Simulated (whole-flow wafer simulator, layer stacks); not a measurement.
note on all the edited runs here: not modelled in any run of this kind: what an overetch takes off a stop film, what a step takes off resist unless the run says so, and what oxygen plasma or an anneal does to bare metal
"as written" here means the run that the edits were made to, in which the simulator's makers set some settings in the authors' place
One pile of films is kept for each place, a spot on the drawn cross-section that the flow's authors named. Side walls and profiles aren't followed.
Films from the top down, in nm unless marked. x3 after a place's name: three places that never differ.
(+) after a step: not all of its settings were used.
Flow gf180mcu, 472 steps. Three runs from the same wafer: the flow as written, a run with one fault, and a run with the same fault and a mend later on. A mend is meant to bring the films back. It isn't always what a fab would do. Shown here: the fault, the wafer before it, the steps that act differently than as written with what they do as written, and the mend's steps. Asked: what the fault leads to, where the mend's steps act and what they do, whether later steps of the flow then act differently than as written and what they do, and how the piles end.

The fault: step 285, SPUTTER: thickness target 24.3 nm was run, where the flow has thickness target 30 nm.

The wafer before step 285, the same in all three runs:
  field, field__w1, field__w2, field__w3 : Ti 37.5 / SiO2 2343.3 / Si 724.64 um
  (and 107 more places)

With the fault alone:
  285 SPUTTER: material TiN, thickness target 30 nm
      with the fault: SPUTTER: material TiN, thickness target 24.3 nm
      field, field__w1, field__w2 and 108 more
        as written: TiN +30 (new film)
        with the fault: TiN +24.3 (new film)
  Later steps of the flow that act differently than as written (1 more step differs only slightly, by at most 2% or 0.5 nm, whichever is larger, and isn't shown):
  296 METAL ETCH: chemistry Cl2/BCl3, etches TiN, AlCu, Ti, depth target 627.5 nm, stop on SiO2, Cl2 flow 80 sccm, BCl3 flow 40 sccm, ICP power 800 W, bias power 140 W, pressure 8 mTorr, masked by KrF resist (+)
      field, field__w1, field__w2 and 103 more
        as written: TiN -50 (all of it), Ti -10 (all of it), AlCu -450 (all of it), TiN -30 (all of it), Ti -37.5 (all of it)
        with the fault: TiN -50 (all of it), Ti -10 (all of it), AlCu -450 (all of it), TiN -24.3 (all of it), Ti -37.5 (all of it)
  At the end the piles differ from the flow's by more than 2% or 0.5 nm, whichever is larger, at field__w8, contact, m1, m1__w1, m1_nw.
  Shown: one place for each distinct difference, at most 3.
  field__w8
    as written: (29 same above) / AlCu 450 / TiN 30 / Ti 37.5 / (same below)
    with the fault: (29 same above) / AlCu 450 / TiN 24.3 / Ti 37.5 / (same below)
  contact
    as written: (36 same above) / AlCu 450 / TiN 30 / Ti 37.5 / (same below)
    with the fault: (36 same above) / AlCu 450 / TiN 24.3 / Ti 37.5 / (same below)

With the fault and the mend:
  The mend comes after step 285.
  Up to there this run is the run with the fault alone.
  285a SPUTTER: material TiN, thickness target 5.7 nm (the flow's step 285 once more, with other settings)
      field, field__w1, field__w2 and 108 more
        TiN +5.7
  No later step of the flow acts differently than as written at any place that is followed.
  At the end the piles are the same as the flow's at every place that both follow.
